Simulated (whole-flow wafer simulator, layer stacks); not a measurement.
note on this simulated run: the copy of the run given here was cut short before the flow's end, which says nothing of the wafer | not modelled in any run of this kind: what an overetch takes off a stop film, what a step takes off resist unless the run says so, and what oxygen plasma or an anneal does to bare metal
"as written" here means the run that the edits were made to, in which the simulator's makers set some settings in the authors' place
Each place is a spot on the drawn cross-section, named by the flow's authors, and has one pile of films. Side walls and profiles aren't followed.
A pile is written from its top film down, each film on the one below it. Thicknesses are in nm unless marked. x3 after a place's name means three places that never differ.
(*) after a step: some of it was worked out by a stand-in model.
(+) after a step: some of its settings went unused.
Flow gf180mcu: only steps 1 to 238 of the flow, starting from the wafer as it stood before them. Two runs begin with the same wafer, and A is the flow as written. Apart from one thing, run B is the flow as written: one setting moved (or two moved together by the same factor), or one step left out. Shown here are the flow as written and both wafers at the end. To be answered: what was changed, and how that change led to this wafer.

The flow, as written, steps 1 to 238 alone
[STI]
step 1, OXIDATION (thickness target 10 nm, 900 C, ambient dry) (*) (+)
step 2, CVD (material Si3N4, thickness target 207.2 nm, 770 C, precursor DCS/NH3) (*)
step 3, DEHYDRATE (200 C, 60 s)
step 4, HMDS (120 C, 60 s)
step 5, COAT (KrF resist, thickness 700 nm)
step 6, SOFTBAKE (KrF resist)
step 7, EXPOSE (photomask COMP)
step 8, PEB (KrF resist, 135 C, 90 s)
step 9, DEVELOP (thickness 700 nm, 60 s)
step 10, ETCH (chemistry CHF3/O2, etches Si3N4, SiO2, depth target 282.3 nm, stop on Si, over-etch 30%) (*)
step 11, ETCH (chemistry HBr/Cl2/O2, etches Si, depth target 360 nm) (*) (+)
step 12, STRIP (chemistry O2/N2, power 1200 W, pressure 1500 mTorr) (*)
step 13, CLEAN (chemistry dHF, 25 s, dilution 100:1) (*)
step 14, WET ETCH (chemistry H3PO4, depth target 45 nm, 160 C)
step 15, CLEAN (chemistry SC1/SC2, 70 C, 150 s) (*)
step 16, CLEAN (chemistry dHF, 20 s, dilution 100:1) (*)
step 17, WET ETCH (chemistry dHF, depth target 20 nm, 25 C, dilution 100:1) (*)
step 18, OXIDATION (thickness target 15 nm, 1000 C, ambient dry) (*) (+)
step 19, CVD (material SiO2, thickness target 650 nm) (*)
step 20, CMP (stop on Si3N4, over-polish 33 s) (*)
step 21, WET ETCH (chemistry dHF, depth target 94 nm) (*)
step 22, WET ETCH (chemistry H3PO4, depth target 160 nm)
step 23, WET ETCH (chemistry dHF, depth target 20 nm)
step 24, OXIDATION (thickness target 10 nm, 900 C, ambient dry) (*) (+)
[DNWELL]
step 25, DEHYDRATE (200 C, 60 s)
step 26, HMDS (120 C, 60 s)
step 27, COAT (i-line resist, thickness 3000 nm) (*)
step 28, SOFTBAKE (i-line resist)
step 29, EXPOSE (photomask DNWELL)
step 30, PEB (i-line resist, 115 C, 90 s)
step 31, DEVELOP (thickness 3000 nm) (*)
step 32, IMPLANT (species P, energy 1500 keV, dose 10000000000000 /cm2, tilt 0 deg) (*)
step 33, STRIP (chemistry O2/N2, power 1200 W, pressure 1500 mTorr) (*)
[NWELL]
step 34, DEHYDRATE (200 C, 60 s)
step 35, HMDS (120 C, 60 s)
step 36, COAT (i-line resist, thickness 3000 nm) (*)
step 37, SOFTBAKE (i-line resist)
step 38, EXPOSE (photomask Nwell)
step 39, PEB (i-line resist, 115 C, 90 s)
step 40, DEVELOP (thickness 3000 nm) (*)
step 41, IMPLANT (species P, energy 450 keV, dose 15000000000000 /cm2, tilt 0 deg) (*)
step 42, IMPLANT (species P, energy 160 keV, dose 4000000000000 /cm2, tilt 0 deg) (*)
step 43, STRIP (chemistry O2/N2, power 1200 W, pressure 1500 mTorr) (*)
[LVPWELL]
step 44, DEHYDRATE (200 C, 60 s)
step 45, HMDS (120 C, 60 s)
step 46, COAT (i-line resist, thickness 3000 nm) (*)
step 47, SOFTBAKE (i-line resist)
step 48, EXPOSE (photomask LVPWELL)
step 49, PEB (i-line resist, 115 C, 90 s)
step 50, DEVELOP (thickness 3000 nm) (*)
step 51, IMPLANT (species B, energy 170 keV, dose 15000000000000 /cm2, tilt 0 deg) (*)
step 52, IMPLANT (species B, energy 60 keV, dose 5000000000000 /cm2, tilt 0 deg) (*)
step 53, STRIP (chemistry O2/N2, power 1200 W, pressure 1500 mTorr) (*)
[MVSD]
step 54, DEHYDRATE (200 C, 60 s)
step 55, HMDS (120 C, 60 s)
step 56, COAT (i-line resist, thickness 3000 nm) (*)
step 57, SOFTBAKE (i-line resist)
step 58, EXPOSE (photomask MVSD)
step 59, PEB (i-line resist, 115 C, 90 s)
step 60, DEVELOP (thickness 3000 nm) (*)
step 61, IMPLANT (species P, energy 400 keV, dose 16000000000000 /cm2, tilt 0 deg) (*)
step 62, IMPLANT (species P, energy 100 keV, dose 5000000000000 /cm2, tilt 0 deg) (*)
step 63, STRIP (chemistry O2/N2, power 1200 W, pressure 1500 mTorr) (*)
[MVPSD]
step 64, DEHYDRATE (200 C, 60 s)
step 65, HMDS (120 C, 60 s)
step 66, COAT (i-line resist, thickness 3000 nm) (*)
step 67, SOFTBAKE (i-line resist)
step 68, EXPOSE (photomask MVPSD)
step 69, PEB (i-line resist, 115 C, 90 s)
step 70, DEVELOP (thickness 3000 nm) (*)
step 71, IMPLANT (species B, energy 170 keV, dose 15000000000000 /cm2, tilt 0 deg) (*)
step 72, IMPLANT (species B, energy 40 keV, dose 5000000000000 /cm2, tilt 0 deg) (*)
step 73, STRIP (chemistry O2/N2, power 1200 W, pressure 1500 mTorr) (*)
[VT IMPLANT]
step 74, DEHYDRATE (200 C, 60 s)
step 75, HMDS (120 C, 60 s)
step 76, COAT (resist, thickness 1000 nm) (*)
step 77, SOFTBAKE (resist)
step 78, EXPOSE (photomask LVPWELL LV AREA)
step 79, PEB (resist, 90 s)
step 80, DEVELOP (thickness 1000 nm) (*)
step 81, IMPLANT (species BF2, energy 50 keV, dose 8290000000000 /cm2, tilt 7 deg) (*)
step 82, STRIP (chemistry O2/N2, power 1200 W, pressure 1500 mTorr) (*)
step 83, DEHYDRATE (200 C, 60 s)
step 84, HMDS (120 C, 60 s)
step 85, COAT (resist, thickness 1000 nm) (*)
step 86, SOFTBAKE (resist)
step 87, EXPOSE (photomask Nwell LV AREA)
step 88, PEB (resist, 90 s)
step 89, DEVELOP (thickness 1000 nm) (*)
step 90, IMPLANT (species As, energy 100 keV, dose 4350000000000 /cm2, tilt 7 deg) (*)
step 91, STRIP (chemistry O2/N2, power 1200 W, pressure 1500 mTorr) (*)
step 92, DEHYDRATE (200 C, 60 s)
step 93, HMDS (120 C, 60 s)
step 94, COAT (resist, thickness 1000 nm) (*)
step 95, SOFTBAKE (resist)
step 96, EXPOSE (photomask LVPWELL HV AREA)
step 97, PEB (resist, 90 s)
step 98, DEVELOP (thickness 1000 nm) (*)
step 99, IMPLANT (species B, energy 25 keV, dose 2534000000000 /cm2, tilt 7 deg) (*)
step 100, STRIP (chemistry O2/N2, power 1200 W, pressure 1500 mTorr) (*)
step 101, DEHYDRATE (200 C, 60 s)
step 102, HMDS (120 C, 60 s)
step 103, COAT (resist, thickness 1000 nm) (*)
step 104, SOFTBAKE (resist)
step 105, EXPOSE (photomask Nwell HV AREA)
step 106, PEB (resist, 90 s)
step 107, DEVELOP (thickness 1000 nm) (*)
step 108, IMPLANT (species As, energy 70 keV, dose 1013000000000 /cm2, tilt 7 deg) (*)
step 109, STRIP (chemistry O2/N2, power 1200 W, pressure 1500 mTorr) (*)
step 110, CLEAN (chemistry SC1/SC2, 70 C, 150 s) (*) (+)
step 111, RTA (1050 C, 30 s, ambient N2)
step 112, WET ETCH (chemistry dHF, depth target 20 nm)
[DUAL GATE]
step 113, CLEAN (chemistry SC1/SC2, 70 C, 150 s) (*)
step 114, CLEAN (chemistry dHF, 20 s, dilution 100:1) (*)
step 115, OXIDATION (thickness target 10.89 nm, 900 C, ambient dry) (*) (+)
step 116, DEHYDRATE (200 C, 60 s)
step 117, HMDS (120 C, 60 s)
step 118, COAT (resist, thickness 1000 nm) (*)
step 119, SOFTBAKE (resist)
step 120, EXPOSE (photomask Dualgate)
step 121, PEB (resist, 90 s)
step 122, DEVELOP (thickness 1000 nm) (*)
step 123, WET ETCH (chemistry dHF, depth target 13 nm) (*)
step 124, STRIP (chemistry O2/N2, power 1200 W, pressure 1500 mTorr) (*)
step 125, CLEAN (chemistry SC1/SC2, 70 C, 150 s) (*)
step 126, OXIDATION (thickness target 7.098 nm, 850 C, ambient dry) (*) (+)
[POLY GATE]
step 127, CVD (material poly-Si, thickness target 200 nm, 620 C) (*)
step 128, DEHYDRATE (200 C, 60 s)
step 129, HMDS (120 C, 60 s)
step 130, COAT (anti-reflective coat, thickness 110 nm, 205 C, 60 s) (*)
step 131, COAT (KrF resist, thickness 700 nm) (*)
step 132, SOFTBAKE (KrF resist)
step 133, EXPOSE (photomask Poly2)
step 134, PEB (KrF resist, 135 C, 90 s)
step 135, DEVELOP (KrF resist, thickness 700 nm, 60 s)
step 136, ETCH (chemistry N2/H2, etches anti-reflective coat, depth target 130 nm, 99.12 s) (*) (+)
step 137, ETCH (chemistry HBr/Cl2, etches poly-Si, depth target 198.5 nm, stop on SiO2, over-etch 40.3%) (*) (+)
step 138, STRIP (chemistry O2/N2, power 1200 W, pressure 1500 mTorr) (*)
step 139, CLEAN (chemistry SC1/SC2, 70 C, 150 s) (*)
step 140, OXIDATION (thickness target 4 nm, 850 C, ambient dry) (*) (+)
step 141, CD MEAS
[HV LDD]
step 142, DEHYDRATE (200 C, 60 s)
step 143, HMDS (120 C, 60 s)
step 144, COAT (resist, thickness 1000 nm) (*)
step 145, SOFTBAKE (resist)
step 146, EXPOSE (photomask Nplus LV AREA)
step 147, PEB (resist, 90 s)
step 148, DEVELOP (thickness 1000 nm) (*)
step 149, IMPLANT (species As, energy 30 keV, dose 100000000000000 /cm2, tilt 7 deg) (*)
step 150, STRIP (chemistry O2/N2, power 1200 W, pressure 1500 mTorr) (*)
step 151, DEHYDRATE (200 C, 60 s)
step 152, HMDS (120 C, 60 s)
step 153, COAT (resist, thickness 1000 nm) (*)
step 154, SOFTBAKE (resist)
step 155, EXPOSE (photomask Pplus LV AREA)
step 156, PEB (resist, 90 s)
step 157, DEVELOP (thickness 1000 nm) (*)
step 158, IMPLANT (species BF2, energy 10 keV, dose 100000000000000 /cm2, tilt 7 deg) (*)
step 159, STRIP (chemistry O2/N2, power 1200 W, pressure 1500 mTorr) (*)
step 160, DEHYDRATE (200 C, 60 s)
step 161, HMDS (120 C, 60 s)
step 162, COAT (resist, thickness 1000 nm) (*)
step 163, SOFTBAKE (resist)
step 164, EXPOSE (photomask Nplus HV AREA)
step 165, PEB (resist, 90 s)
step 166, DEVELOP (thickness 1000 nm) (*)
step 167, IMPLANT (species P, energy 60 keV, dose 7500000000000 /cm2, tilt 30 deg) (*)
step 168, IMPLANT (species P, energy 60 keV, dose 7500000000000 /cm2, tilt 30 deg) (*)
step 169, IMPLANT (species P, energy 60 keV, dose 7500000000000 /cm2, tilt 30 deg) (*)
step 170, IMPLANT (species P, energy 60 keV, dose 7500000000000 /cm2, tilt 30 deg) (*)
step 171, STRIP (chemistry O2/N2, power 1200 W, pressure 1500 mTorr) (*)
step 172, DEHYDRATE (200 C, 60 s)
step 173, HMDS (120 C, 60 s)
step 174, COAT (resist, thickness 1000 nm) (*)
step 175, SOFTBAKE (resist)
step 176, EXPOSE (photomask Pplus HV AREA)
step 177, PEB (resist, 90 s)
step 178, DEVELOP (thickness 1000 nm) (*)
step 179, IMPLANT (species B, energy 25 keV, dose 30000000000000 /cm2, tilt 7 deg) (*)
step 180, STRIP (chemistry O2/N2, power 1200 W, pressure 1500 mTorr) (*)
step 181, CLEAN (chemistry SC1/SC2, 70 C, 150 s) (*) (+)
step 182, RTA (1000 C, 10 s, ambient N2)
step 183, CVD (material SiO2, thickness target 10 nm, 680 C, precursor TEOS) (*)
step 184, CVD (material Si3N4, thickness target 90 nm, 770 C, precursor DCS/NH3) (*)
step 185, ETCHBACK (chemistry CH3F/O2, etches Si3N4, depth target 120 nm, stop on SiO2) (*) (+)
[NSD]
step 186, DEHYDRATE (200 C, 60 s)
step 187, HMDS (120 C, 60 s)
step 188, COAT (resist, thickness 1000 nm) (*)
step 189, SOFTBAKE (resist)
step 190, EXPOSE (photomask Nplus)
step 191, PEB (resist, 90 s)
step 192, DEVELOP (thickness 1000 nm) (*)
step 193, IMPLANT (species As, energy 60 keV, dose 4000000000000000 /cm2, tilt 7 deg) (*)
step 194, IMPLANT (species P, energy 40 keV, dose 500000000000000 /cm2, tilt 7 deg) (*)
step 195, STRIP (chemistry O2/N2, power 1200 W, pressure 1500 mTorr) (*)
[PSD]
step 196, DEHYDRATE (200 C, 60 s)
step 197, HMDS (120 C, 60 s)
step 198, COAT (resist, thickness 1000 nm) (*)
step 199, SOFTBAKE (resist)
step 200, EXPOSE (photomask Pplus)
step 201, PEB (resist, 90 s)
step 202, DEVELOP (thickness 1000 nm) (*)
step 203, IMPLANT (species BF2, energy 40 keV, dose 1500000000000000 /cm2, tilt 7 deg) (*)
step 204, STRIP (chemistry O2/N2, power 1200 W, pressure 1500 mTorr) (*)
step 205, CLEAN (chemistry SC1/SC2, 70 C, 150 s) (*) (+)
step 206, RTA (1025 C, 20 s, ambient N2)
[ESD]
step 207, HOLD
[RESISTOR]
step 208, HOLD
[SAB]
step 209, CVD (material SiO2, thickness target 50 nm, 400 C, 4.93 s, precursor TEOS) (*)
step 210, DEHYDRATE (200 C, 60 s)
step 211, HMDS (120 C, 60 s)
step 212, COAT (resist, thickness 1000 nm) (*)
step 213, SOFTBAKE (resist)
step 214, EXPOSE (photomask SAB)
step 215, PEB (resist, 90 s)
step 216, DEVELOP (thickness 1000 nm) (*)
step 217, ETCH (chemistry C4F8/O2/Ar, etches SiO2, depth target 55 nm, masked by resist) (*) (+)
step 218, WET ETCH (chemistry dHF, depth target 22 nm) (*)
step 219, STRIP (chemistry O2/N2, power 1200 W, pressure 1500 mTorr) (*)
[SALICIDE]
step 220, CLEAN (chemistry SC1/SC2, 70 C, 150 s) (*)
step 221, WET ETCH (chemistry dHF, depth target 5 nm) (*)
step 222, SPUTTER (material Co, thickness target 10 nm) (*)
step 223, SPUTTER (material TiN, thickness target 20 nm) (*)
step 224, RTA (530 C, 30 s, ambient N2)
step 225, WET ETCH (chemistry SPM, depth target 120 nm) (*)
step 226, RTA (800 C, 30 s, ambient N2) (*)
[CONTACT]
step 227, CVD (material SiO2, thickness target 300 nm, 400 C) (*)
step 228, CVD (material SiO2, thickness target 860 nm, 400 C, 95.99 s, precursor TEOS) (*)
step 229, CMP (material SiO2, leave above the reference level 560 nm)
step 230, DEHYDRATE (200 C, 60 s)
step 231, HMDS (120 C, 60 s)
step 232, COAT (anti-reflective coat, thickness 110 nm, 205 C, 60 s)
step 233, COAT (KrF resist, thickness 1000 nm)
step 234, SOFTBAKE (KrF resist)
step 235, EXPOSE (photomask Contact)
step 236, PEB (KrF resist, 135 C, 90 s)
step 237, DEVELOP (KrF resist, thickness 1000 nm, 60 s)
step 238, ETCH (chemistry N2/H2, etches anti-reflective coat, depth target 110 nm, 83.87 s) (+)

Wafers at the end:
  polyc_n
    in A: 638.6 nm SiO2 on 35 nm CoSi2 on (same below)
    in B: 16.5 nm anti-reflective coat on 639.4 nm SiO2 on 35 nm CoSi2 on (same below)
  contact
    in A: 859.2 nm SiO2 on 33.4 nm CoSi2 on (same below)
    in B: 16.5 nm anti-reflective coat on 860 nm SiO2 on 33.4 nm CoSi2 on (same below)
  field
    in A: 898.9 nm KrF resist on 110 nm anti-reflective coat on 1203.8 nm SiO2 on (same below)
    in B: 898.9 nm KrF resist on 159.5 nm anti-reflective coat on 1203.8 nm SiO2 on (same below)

What caused this: step 232, COAT: thickness 159.5 nm was run, whereas the flow has thickness 110 nm.
The wafer lets one read it off: field has anti-reflective coat 159.5, and step 232 as written asks for 110 nm.

The path from the change to this, step by step:
  step 232, COAT (anti-reflective coat, thickness 110 nm, 205 C, 60 s)
      field, field__w1, field__w2 and 108 more: A +110 anti-reflective coat (new film) | B +159.5 anti-reflective coat (new film)
  step 238, ETCH (chemistry N2/H2, etches anti-reflective coat, depth target 110 nm, 83.87 s) (+)
      contact, polyc_n, polyc_p: A -110 anti-reflective coat (all of it), -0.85 SiO2 | B -143 anti-reflective coat
